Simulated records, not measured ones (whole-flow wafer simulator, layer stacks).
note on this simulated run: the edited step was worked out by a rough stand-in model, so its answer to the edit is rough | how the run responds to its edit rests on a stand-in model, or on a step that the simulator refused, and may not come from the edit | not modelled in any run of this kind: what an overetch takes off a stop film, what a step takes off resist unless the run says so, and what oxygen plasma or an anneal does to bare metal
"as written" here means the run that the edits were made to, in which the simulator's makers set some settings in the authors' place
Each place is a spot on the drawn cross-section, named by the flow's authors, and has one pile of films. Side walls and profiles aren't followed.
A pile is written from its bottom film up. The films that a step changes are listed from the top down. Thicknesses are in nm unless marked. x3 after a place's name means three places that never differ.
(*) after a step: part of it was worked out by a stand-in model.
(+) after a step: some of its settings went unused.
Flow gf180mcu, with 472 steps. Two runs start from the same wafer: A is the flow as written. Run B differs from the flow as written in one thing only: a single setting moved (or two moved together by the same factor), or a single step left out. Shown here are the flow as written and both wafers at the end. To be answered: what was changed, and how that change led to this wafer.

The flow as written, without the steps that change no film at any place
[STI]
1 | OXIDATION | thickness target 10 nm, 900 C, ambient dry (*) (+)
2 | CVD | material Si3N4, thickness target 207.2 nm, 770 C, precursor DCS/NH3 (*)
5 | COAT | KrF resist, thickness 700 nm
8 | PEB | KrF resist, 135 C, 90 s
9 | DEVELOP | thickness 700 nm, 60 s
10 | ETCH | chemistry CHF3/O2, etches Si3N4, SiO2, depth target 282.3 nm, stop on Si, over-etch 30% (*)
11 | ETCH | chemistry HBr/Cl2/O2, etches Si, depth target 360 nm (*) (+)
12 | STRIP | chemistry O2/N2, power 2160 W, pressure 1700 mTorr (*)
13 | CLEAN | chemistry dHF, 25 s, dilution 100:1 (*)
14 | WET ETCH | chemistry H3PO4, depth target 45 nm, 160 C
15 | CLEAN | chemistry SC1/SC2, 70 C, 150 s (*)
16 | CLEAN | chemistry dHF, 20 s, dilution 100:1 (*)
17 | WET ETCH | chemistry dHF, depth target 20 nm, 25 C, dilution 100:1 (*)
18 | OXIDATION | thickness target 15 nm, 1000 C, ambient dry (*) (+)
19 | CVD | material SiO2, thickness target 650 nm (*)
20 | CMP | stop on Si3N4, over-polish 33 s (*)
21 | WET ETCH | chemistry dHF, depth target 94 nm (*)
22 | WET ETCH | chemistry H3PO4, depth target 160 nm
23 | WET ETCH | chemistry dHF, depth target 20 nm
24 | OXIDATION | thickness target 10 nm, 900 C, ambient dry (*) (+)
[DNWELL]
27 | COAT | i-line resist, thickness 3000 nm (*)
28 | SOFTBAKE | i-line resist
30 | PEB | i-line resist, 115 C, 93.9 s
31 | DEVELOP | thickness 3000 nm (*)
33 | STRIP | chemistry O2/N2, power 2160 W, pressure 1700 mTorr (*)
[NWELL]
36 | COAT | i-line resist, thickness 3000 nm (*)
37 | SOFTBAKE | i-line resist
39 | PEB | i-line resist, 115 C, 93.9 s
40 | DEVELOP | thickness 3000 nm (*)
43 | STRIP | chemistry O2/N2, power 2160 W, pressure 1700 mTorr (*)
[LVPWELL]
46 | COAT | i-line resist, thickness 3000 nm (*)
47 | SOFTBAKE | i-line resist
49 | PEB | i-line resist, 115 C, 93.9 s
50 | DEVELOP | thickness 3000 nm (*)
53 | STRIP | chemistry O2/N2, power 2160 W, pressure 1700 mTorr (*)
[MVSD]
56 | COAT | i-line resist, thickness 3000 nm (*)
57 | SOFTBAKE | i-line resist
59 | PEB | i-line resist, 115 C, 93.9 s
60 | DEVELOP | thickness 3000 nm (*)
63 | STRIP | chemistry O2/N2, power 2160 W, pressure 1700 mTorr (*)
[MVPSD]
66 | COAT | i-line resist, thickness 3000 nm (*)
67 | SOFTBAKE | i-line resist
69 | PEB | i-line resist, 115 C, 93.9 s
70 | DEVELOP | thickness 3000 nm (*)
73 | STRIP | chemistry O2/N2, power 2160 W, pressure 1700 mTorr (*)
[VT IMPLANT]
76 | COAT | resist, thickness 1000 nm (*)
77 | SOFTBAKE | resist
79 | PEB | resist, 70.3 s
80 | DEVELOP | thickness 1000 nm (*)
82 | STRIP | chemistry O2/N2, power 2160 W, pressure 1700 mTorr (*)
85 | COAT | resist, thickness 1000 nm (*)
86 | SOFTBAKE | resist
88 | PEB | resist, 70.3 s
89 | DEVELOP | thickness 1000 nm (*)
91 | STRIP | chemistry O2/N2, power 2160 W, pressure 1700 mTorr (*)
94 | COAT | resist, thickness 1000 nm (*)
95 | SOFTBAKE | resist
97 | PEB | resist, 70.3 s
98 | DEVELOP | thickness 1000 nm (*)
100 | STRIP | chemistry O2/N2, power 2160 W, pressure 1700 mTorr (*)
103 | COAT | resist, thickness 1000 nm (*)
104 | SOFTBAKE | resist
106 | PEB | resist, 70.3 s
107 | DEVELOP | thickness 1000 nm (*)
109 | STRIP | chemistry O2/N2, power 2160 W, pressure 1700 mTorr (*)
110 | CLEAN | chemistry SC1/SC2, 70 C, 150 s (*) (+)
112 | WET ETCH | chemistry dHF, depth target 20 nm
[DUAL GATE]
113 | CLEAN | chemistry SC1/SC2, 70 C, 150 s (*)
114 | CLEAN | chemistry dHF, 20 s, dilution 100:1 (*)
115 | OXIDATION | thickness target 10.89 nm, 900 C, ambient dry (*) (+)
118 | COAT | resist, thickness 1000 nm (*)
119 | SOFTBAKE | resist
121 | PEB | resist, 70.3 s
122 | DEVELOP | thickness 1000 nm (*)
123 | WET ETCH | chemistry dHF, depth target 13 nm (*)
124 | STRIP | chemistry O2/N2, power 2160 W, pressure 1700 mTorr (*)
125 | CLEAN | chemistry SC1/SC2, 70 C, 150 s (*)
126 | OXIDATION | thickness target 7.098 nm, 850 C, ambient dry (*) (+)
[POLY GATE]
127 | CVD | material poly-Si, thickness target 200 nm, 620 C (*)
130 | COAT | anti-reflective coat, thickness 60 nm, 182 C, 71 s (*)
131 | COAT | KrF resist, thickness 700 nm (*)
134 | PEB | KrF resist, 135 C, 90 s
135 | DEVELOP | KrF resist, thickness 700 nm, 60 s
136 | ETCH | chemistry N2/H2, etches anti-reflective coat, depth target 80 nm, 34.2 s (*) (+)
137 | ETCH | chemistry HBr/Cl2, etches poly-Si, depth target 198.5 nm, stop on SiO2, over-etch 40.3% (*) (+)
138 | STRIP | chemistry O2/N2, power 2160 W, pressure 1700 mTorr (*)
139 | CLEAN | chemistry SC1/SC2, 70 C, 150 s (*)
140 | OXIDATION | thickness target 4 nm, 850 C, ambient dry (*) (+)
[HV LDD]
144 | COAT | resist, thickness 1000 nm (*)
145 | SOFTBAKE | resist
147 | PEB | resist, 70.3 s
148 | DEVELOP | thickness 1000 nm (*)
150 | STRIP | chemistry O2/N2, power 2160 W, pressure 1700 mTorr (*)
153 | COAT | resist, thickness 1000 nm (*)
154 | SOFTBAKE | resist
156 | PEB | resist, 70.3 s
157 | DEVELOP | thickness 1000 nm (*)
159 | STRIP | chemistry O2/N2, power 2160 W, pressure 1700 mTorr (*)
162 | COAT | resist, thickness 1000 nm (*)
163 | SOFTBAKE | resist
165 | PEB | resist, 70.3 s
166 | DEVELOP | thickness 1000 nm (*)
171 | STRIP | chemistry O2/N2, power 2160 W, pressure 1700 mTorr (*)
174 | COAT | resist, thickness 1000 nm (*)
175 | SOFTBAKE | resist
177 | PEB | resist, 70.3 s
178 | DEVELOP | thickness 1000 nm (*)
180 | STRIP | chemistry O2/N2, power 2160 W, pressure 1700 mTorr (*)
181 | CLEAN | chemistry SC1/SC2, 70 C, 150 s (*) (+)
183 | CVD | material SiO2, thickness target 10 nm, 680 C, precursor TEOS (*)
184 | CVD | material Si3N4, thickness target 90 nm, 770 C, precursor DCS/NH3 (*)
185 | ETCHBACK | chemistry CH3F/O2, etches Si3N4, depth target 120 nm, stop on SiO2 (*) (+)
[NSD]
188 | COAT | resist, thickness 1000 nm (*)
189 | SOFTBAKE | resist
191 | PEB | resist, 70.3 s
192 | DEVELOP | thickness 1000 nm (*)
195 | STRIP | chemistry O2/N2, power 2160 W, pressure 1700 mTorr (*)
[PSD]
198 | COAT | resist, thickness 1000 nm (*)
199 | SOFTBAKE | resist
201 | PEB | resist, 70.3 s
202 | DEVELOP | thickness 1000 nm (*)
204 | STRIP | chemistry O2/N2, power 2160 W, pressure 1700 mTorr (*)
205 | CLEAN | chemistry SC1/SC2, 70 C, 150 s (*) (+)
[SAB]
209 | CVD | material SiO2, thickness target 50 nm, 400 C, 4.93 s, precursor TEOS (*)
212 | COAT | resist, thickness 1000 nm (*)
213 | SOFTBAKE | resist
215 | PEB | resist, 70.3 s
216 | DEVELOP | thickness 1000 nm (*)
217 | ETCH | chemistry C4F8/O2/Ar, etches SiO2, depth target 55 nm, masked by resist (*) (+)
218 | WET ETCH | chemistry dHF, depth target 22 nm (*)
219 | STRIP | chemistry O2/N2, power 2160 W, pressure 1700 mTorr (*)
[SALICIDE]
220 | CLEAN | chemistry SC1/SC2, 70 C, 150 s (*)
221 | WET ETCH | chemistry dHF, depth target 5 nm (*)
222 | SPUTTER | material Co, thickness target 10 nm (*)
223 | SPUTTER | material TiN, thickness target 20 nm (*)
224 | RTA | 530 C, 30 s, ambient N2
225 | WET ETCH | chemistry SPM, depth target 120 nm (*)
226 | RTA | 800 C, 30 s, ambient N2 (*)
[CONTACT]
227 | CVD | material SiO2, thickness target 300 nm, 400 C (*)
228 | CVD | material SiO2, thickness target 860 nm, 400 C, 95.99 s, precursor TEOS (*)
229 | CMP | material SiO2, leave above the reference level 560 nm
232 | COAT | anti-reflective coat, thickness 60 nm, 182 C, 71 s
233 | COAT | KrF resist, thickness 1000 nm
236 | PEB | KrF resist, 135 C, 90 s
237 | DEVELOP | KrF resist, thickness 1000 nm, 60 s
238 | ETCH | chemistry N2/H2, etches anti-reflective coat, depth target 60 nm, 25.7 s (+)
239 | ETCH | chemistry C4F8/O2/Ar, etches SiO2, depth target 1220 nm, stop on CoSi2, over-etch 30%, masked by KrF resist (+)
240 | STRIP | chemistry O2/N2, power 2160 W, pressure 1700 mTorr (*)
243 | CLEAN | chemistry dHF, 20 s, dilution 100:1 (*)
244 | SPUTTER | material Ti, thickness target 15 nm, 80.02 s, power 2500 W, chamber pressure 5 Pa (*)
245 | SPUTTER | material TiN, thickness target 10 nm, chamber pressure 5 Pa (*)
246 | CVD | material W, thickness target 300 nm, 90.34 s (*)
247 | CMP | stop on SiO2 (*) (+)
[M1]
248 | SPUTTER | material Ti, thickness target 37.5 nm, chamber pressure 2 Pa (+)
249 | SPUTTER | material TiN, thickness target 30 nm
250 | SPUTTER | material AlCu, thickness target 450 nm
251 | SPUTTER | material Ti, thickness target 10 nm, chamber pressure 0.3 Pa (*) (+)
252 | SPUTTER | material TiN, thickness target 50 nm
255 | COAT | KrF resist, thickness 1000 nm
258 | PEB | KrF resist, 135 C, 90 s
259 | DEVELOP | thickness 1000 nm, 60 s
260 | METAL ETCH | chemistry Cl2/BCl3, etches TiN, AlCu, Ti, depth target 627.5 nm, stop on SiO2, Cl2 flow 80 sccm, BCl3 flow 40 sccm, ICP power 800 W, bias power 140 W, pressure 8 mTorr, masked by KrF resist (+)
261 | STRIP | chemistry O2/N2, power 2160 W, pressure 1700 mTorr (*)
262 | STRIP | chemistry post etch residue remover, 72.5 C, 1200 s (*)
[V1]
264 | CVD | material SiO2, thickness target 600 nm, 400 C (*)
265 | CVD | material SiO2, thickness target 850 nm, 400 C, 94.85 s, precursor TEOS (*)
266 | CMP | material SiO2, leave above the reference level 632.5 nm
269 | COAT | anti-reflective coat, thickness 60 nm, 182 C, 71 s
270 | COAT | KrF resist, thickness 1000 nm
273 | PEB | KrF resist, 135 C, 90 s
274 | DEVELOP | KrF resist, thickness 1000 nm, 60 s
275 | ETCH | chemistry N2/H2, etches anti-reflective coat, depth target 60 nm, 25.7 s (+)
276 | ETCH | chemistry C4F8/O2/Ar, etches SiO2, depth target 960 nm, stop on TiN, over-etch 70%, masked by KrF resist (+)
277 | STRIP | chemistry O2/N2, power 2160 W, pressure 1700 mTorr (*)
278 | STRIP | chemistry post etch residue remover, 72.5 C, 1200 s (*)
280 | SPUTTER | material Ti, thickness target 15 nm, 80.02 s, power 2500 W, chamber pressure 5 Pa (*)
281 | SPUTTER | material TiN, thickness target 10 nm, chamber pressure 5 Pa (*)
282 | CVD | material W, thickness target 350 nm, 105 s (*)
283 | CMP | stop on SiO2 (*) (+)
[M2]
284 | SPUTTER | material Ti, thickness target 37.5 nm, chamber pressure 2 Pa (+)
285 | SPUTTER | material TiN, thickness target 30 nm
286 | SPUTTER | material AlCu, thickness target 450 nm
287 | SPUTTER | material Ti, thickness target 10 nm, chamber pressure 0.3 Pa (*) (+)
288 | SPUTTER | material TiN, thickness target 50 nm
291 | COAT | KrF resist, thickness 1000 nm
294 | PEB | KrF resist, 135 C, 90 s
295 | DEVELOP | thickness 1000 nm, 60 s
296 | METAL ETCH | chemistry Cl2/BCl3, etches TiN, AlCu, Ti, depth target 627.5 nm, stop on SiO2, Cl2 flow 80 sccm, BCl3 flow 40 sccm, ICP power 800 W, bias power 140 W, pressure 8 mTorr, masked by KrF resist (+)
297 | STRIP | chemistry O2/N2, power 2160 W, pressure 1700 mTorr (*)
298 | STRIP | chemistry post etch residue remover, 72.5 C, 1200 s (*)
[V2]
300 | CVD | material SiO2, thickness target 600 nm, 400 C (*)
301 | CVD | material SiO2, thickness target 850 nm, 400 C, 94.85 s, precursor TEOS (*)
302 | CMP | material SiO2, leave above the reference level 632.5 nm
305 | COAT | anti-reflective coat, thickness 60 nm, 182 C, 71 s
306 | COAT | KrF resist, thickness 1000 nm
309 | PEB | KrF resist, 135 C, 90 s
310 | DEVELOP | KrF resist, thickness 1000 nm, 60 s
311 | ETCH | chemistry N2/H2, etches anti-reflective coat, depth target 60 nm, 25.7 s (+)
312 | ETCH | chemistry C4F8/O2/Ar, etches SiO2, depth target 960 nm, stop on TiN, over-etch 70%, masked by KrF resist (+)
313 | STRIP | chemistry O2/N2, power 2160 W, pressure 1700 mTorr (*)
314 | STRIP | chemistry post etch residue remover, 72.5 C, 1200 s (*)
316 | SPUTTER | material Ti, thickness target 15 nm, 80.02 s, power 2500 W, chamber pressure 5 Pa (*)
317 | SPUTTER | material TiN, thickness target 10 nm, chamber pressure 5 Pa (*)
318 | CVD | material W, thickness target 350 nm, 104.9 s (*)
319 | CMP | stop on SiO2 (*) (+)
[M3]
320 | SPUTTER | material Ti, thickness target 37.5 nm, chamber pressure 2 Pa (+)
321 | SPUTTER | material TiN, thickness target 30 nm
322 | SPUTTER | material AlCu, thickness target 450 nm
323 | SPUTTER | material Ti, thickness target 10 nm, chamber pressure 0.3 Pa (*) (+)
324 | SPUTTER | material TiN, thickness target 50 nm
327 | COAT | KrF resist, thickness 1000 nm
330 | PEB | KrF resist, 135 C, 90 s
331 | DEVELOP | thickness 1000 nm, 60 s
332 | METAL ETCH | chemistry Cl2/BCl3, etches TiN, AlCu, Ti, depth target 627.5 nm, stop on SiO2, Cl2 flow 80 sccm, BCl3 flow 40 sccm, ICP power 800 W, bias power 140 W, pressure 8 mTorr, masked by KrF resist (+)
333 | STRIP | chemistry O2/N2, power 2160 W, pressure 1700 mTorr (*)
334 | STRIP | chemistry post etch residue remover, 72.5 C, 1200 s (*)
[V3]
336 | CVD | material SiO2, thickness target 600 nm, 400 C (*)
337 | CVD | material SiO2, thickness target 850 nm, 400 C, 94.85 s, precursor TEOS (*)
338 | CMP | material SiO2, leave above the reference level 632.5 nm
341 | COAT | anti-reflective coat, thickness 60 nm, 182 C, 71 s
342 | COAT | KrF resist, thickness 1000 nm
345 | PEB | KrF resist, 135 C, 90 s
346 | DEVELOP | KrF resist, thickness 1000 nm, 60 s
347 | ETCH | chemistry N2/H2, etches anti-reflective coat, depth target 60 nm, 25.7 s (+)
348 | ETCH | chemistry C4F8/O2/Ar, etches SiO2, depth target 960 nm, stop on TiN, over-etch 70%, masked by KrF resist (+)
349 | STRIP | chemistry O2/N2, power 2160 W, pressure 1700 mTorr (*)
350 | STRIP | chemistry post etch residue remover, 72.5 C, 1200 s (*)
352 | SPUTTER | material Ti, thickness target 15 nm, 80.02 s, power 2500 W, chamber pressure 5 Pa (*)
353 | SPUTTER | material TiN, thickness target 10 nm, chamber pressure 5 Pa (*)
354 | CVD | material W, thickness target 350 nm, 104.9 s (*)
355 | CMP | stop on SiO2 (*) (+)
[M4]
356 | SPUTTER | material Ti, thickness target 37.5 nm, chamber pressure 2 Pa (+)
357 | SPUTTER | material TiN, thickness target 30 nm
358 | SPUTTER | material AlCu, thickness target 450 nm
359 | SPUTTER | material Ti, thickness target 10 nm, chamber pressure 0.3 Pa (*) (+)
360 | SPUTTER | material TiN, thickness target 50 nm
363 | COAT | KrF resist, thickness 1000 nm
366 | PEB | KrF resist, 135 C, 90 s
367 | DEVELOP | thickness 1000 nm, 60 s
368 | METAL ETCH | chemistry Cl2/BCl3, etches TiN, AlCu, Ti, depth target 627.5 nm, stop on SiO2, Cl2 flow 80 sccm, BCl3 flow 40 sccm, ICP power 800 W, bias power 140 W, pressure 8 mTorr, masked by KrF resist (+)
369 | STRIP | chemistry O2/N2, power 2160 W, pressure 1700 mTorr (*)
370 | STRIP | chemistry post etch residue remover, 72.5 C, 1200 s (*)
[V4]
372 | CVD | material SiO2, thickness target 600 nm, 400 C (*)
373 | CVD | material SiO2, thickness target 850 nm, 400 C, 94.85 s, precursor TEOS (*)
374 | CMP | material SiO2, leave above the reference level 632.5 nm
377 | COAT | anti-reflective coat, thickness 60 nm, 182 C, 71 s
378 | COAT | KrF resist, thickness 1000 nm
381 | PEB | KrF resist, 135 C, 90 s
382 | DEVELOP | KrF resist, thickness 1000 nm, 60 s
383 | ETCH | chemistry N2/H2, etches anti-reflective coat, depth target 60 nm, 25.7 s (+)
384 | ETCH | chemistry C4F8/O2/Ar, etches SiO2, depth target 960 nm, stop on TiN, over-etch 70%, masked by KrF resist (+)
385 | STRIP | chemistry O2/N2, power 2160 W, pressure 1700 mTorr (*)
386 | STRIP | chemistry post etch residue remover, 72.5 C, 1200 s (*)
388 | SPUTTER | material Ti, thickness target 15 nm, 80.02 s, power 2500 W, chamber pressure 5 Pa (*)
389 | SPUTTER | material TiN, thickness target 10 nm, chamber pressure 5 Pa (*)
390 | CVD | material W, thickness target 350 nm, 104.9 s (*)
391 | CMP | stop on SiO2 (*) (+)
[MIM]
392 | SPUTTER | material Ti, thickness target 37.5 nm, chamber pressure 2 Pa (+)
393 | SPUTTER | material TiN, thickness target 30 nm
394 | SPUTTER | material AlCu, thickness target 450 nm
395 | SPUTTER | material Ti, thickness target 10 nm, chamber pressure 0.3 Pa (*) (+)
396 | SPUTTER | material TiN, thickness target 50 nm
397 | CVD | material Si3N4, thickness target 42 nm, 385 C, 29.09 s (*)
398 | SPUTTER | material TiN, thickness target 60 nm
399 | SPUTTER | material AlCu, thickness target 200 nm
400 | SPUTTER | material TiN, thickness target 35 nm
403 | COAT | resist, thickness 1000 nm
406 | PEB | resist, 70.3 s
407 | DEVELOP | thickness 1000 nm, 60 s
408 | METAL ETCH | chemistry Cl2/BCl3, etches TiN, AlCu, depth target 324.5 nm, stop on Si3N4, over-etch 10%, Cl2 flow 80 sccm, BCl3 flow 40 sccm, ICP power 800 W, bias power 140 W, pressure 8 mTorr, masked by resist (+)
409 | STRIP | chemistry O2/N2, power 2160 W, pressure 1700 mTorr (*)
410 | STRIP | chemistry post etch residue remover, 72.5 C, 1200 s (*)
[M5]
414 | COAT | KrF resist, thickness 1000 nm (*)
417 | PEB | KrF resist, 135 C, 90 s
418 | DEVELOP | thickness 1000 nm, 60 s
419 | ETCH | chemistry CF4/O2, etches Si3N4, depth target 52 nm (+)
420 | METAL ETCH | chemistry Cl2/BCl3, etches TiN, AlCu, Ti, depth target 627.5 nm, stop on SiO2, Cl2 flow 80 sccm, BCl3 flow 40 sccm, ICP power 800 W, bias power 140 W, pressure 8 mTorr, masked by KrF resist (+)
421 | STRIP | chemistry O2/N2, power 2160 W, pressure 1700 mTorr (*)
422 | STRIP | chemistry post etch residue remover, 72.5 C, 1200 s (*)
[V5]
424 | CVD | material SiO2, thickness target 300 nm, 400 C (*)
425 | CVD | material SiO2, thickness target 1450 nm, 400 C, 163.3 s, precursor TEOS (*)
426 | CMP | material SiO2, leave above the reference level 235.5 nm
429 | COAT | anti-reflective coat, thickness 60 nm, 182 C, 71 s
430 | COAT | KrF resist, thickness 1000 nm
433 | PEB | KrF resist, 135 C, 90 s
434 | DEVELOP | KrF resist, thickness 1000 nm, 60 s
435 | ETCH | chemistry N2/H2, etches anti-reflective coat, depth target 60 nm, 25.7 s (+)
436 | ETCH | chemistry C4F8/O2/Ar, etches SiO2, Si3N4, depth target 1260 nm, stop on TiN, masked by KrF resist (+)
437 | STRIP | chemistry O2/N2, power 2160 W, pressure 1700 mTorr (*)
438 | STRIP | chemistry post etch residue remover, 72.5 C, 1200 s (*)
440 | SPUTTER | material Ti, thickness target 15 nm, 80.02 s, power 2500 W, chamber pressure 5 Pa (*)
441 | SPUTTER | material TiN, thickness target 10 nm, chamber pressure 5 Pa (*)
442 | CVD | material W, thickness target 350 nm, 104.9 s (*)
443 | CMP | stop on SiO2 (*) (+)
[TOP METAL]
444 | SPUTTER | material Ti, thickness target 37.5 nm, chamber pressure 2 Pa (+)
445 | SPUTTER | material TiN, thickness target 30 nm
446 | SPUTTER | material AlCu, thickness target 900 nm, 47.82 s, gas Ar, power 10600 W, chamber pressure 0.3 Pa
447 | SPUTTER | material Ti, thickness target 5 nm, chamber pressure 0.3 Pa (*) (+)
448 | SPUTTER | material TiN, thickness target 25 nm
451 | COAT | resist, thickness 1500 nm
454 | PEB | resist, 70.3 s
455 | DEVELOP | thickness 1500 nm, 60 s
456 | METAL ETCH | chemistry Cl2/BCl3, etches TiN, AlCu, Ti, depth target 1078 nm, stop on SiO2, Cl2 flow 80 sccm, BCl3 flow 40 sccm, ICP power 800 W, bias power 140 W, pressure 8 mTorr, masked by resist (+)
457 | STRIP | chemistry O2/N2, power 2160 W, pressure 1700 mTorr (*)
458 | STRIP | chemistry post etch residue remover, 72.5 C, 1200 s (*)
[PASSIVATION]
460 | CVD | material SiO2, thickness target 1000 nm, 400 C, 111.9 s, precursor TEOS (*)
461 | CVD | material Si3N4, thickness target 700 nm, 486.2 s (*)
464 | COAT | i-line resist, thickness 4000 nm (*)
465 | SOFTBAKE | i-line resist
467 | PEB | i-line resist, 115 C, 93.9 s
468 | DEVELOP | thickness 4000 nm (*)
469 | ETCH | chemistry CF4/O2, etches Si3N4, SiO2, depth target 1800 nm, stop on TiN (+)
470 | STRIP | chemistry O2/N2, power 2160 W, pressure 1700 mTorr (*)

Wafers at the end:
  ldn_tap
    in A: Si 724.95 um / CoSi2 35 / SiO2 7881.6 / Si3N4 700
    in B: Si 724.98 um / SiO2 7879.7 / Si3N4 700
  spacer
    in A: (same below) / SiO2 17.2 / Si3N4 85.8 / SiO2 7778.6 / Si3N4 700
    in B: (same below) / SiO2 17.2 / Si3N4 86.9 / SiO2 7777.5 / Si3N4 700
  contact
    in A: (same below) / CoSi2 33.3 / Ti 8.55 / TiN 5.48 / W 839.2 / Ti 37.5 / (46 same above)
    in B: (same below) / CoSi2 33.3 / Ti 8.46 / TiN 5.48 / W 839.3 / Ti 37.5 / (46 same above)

The reason: step 218, WET ETCH: depth target 11.9 nm was run, while the flow as written has depth target 22 nm.

Step by step, how the change led to this:
  218 | WET ETCH | chemistry dHF, depth target 22 nm (*)
      ldn_tap, ldn_src, ldn_drn, ldp_tap, ldp_src, ldp_drn, ldp_gr: A -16 SiO2 (all of it) | B -12.4 SiO2
      ld_drn_n, ld_sd_p: A -14.8 SiO2 (all of it) | B -12.1 SiO2
      (and at 55 other places as well)
  219 | STRIP | chemistry O2/N2, power 2160 W, pressure 1700 mTorr (*)
      active_hv, active_nat, ld_sd_n and 10 more: A +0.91 chemical SiO2 (new film), -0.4 Si | B nothing
  221 | WET ETCH | chemistry dHF, depth target 5 nm (*)
      ldn_tap, ldn_src, ldn_drn, ldp_tap, ldp_src, ldp_drn, ldp_gr: A -0.76 chemical SiO2 (all of it) | B -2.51 SiO2
      ld_drn_n, ld_sd_p: A -0.76 chemical SiO2 (all of it) | B -2.34 SiO2 (all of it)
      (and at 4 other places as well)
  223 | SPUTTER | material TiN, thickness target 20 nm (*)
      field__w12: A +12 TiN (new film) | B +12.6 TiN (new film)
      ld_sd_n: A +15.5 TiN (new film) | B +16.3 TiN (new film)
  224 | RTA | 530 C, 30 s, ambient N2
      ldn_tap, ldn_src, ldn_drn, ldp_tap, ldp_src, ldp_drn, ldp_gr: A under 1 film: +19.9 CoSi (new film), -10 Co (all of it), -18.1 Si | B nothing
  225 | WET ETCH | chemistry SPM, depth target 120 nm (*)
      ldn_tap, ldn_src, ldn_drn, ldp_tap, ldp_src, ldp_drn, ldp_gr: A -20 TiN (all of it) | B -20 TiN (all of it), -10 Co (all of it)
      field__w12: A -12 TiN (all of it), -6.15 Co (all of it) | B -12.6 TiN (all of it), -6.36 Co (all of it)
      (and at 1 other place as well)
  226 | RTA | 800 C, 30 s, ambient N2 (*)
      ldn_tap, ldn_src, ldn_drn, ldp_tap, ldp_src, ldp_drn, ldp_gr: A +35 CoSi2 (new film), -19.9 CoSi (all of it), -18.1 Si | B nothing
      ld_sd_p: A +28.4 CoSi2 (new film), -16.1 CoSi (all of it), -14.7 Si | B +29.1 CoSi2 (new film), -16.5 CoSi (all of it), -15.1 Si
  227 | CVD | material SiO2, thickness target 300 nm, 400 C (*)
      ldn_tap, ldn_src, ldn_drn, ldp_tap, ldp_src, ldp_drn, ldp_gr: A +300 SiO2 (new film) | B +300 SiO2
  229 | CMP | material SiO2, leave above the reference level 560 nm
      ldn_sep__w1, ldn_sep__w2, ldn_dft and 8 more: A -311 SiO2 | B -322.2 SiO2
      sti, mim_1p0, pad, dice_street, iso_nw_fld, iso_fld_sub: A -296.8 SiO2 | B -307.9 SiO2
      (and at 34 other places as well)
With metal films that touch counted as one body, ldn_tap has 0 bodies; the flow as written gives 1 body.
